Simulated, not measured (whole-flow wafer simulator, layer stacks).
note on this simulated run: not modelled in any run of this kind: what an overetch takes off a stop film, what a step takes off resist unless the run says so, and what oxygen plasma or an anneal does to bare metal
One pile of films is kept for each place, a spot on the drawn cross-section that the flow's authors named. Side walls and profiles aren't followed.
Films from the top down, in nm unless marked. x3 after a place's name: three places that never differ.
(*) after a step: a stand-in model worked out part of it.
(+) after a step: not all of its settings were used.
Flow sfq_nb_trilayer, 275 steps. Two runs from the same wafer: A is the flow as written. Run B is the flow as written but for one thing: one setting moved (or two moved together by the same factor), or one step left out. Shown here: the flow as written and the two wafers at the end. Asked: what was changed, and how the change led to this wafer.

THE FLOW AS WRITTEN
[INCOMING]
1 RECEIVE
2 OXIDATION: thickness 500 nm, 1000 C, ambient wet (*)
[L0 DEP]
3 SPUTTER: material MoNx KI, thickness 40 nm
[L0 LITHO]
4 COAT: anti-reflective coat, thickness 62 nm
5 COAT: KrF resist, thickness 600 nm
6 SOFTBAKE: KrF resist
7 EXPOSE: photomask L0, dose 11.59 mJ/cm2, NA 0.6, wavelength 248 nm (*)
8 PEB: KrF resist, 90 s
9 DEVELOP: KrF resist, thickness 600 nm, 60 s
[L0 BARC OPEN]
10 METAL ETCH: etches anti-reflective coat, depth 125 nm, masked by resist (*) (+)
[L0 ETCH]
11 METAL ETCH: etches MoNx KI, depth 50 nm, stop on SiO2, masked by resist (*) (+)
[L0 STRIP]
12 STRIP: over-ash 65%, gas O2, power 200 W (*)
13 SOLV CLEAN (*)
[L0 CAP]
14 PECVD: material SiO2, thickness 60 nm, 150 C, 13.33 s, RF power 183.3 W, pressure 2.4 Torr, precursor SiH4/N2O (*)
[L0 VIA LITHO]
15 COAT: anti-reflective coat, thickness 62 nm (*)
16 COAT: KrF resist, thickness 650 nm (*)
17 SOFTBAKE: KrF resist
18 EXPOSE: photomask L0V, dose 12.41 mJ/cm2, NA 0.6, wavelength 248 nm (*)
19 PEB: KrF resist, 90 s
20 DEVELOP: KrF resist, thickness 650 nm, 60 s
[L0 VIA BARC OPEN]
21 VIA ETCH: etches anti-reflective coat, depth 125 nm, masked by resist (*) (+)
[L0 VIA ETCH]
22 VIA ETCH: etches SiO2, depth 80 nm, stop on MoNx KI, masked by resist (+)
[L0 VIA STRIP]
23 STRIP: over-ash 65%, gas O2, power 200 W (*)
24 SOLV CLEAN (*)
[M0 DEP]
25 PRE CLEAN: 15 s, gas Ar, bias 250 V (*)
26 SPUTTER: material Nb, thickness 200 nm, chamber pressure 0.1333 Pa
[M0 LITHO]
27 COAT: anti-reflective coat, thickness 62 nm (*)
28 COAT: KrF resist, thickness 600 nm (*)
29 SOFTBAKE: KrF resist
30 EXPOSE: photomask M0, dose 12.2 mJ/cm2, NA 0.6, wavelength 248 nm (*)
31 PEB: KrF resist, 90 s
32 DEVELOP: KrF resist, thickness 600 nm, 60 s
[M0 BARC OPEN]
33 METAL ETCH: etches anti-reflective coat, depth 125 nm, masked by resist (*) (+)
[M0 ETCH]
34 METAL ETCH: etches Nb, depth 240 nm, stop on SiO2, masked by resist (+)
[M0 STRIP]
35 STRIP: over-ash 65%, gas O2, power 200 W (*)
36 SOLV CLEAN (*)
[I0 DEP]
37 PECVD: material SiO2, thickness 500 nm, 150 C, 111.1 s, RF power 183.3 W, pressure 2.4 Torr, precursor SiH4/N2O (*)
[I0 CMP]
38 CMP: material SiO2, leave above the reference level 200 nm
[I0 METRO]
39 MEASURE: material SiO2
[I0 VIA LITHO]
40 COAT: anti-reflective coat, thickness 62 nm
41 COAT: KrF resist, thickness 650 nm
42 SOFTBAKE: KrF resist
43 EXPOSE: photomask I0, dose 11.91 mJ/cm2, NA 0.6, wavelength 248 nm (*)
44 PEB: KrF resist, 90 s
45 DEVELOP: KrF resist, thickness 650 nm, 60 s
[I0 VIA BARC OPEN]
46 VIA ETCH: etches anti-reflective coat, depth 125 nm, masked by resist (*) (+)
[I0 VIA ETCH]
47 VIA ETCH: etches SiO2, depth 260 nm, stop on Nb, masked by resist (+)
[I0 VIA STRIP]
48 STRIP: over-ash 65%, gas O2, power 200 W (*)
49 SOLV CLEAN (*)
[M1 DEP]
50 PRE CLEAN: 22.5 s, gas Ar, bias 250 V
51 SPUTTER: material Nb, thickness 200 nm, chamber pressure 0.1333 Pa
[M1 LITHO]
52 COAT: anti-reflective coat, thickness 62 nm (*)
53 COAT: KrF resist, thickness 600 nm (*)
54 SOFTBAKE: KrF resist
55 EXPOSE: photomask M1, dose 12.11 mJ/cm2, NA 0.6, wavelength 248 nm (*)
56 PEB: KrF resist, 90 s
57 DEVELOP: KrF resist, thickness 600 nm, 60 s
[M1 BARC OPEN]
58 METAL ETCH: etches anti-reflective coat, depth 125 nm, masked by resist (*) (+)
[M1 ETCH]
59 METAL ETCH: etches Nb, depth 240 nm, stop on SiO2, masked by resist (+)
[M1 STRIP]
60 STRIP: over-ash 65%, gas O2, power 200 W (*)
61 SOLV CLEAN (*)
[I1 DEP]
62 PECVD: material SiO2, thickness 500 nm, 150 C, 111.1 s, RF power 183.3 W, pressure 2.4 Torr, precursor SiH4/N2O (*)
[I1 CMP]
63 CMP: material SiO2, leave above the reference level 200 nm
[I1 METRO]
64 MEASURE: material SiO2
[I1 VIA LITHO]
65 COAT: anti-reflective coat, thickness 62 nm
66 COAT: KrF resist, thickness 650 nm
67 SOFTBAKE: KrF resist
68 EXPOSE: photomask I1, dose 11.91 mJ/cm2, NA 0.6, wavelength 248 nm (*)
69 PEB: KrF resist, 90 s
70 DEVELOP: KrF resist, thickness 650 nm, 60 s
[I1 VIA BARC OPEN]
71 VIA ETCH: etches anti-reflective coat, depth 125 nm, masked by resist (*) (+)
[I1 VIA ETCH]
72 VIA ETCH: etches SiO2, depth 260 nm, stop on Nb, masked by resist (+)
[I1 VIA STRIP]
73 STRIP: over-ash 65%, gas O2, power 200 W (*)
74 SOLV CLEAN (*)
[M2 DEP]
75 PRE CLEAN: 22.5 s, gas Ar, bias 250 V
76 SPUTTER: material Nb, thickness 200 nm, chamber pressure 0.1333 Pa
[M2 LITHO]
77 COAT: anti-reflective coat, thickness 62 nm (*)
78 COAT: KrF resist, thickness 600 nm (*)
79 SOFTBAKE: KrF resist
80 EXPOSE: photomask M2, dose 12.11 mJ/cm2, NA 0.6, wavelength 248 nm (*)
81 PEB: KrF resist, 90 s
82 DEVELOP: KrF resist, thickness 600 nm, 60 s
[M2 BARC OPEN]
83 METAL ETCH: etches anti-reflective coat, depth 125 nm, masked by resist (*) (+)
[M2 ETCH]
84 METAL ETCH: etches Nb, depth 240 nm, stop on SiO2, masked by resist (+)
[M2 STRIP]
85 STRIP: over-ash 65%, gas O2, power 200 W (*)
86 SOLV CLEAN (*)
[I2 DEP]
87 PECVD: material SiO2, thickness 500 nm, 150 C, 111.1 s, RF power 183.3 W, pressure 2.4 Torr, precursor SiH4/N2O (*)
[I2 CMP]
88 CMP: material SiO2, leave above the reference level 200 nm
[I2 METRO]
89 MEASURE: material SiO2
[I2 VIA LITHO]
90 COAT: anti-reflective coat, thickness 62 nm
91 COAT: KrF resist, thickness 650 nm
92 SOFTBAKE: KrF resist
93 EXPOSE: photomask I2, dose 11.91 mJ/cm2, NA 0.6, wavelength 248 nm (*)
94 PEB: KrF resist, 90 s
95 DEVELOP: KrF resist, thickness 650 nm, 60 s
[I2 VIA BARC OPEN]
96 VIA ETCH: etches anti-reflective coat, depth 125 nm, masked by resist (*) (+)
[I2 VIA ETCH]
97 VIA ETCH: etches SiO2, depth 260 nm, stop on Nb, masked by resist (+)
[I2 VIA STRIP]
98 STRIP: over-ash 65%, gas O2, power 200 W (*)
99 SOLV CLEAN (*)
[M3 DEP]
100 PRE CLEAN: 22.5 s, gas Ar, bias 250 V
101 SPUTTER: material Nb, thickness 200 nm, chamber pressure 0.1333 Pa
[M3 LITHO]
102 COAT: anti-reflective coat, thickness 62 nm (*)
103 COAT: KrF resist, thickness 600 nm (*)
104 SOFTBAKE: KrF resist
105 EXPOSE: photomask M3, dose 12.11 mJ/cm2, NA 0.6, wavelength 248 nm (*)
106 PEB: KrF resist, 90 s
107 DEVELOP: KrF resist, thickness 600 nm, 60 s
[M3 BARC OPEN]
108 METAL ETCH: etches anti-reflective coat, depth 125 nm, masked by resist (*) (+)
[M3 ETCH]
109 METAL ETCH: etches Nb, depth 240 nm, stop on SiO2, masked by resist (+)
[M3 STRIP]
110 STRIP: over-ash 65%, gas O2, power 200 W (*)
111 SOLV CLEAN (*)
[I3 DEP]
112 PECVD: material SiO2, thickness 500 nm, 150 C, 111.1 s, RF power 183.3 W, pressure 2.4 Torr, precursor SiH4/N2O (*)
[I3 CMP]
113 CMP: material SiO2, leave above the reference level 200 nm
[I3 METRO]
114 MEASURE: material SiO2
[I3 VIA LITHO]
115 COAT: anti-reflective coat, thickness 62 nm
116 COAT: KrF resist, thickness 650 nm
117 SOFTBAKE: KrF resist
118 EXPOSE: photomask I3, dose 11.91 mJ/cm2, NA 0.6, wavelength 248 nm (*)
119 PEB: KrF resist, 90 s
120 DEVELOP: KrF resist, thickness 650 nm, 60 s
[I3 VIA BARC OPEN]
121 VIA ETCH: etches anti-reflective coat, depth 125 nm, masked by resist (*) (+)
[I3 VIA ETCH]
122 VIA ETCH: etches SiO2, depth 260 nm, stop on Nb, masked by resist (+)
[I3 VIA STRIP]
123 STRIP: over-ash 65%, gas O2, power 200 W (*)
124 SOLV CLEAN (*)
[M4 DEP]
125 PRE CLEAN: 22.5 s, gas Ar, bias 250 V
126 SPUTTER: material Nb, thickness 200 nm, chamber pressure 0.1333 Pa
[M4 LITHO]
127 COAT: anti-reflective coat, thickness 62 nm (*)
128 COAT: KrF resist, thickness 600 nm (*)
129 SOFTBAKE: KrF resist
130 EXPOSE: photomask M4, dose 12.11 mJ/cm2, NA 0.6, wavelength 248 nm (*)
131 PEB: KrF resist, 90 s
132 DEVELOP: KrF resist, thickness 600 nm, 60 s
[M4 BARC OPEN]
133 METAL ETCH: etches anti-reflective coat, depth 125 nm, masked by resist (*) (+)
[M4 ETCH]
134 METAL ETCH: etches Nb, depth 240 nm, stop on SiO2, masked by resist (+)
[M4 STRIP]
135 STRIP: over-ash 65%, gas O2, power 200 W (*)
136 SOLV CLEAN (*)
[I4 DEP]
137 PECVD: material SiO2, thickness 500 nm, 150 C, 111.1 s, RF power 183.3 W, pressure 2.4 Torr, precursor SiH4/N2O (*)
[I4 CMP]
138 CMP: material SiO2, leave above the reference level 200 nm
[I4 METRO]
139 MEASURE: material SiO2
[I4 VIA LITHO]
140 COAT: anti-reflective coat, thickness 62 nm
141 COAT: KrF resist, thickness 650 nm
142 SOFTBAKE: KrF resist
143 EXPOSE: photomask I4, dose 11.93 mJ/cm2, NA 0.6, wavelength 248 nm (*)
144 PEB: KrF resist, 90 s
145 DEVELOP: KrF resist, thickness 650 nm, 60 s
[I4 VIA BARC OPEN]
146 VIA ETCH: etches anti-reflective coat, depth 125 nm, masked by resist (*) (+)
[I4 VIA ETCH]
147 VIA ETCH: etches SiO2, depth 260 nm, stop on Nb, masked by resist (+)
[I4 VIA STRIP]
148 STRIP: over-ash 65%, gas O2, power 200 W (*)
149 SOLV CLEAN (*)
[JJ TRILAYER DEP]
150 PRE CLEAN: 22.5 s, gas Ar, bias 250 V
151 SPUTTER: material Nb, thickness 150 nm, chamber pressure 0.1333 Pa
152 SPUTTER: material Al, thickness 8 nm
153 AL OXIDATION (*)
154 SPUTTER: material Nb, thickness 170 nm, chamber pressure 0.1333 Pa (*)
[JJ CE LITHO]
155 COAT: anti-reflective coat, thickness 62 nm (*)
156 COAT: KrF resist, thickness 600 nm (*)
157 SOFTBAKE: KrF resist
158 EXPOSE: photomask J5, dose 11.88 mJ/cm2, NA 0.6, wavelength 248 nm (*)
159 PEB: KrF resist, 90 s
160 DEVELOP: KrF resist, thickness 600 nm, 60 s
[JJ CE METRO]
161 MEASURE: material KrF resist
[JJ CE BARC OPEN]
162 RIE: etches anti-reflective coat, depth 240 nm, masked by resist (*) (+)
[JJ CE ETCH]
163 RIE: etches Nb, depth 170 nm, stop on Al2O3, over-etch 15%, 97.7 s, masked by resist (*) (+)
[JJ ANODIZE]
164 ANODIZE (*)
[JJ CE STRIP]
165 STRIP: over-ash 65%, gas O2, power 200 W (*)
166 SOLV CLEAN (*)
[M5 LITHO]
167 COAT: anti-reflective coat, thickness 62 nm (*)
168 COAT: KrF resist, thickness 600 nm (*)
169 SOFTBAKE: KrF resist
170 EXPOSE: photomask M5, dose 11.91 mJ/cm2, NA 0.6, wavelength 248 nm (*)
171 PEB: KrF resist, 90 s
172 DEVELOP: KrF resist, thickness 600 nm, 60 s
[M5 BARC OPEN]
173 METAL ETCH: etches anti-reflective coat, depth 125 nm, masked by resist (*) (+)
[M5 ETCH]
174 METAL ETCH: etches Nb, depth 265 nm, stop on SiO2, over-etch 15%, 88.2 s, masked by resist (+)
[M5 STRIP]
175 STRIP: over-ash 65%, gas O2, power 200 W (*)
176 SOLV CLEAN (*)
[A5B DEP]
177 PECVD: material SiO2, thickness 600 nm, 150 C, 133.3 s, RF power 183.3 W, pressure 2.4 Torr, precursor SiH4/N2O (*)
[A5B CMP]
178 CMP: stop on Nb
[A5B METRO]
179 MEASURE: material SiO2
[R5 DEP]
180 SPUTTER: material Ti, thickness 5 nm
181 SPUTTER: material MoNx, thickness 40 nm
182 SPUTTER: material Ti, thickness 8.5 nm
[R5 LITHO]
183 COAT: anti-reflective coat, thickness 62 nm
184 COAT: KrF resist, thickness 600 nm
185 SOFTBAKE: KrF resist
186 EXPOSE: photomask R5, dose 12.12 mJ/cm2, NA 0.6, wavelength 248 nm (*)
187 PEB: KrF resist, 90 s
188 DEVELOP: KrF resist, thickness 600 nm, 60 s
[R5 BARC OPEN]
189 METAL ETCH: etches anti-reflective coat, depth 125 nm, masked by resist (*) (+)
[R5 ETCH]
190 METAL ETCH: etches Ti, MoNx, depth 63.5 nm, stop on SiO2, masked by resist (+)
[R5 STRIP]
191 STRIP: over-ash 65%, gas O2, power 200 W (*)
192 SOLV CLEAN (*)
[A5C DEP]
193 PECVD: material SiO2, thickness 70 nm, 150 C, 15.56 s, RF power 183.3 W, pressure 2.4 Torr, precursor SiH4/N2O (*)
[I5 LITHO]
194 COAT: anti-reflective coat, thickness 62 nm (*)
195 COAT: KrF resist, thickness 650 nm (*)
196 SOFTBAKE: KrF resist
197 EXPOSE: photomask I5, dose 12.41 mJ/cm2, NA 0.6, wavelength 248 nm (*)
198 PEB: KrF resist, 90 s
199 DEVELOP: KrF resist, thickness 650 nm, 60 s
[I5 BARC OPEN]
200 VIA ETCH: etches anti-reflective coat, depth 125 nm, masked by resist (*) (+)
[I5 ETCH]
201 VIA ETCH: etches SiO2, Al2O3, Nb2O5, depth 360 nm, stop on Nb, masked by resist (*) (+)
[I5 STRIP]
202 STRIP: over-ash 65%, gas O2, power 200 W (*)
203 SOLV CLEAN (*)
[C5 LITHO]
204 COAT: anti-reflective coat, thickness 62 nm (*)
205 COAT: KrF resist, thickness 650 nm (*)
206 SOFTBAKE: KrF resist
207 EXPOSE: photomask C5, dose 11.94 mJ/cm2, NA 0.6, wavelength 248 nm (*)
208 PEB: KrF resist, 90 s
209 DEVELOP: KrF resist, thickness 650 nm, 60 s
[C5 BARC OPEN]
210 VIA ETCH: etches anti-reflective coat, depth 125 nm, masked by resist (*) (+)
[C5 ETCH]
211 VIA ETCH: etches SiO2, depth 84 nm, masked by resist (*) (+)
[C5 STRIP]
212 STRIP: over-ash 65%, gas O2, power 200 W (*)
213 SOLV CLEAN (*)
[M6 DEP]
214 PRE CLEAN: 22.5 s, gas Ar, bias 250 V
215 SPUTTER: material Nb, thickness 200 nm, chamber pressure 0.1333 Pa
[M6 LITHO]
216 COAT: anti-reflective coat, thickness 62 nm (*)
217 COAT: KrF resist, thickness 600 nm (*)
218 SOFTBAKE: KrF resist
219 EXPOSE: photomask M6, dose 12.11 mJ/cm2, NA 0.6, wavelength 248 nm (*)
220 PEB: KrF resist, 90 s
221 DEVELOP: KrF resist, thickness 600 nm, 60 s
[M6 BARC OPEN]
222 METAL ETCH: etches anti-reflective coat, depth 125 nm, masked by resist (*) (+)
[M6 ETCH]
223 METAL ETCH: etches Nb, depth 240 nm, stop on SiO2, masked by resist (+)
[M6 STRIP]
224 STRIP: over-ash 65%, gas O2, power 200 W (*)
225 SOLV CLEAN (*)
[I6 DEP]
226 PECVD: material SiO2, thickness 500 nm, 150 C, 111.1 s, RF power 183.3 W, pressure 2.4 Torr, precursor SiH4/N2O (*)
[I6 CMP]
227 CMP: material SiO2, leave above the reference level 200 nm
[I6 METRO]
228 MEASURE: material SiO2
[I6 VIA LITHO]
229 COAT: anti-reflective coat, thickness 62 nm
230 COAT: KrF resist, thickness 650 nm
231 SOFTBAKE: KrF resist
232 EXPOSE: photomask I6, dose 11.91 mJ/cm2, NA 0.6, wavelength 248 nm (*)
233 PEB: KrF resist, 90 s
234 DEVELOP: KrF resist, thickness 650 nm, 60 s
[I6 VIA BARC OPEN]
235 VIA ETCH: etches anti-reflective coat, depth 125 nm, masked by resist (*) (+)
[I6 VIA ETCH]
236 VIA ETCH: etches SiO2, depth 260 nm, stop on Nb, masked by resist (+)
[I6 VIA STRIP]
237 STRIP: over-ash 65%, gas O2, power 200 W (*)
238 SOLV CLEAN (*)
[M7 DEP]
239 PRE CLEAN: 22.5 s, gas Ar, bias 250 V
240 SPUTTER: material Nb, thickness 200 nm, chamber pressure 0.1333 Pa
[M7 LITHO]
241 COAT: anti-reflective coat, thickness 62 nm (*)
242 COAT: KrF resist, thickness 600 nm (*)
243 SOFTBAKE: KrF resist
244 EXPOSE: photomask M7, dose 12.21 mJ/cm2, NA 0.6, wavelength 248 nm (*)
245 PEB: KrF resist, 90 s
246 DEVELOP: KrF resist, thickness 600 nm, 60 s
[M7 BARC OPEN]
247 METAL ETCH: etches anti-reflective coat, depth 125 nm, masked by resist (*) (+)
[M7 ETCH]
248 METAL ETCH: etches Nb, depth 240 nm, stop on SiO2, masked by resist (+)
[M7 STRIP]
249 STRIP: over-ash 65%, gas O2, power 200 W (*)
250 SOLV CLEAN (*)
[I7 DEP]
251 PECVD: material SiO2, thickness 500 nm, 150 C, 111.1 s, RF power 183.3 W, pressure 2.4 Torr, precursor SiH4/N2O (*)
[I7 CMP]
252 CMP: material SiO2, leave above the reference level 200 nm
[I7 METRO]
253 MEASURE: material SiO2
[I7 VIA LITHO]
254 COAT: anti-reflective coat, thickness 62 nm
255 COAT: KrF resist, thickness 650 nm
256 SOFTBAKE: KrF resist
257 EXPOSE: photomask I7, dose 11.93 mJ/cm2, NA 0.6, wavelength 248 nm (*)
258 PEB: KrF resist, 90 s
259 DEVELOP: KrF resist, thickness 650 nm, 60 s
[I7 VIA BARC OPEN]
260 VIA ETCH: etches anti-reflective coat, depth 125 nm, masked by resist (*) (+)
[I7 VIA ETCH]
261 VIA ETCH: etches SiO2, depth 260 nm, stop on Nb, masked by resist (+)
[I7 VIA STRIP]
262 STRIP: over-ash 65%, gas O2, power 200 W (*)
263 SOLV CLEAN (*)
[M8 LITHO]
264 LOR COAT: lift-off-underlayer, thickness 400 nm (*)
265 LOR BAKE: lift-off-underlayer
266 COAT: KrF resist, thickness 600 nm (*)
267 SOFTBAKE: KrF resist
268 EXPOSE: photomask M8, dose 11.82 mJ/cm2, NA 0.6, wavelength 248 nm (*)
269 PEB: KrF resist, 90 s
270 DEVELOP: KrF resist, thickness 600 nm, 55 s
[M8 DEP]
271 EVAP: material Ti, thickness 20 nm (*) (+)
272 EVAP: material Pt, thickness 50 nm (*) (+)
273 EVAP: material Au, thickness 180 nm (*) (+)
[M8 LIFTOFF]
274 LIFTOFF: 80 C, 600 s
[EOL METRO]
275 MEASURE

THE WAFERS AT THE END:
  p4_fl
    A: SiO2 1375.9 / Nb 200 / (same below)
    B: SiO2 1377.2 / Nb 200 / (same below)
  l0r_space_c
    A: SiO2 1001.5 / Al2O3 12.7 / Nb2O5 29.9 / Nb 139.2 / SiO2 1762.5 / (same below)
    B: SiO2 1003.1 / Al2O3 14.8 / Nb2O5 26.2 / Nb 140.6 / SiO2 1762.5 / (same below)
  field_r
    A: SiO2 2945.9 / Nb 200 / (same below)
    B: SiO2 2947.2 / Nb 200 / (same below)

The cause: step 152, SPUTTER: thickness 9.28 nm was run, where the flow has thickness 8 nm.

How the change led to this, step by step:
  152 SPUTTER: material Al, thickness 8 nm
      field_l, v_sur, via_sp and 100 more: A Al +8 (new film) | B Al +9.28 (new film)
      via_wl, via_wr: A Al +5.14 (new film) | B Al +5.96 (new film)
      (and at 1 more place)
  164 ANODIZE (*)
      field_l, v_sur, via_sp and 96 more: A Al2O3 +12.2, Nb2O5 +29.9 (new film), Al -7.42 (all of it), Nb -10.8 | B Al2O3 +14.4, Nb2O5 +26.2 (new film), Al -8.7 (all of it), Nb -9.42
      via_wl, via_wr: A Al2O3 +7.52 (new film), Nb2O5 +39.2 (new film), Al -4.56 (all of it), Nb -14.1 | B Al2O3 +8.88 (new film), Nb2O5 +36.8 (new film), Al -5.38 (all of it), Nb -13.2
      (and at 1 more place)
  167 COAT: anti-reflective coat, thickness 62 nm (*)
      ce_l: A anti-reflective coat +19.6 (new film) | B anti-reflective coat +18.8 (new film)
      ce_r: A anti-reflective coat +19.7 (new film) | B anti-reflective coat +18.9 (new film)
  174 METAL ETCH: etches Nb, depth 265 nm, stop on SiO2, over-etch 15%, 88.2 s, masked by resist (+)
      field_l, r_sur, res and 50 more: A Al2O3 -12.6 (all of it), Nb2O5 -29.9 (all of it), Nb -139.2 (all of it), SiO2 -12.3 | B Al2O3 -14.7 (all of it), Nb2O5 -26.2 (all of it), Nb -140.6 (all of it), SiO2 -12.3
  175 STRIP: over-ash 65%, gas O2, power 200 W (*)
      ce_l: A KrF resist -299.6 (all of it), anti-reflective coat -19.6 (all of it) | B KrF resist -299.2 (all of it), anti-reflective coat -18.8 (all of it)
      ce_r: A KrF resist -299.9 (all of it), anti-reflective coat -19.7 (all of it) | B KrF resist -299.4 (all of it), anti-reflective coat -18.9 (all of it)
  201 VIA ETCH: etches SiO2, Al2O3, Nb2O5, depth 360 nm, stop on Nb, masked by resist (*) (+)
      be: A SiO2 -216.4 (all of it), Al2O3 -12.7 (all of it), Nb2O5 -29.9 (all of it) | B SiO2 -217.9 (all of it), Al2O3 -14.8 (all of it), Nb2O5 -26.2 (all of it)
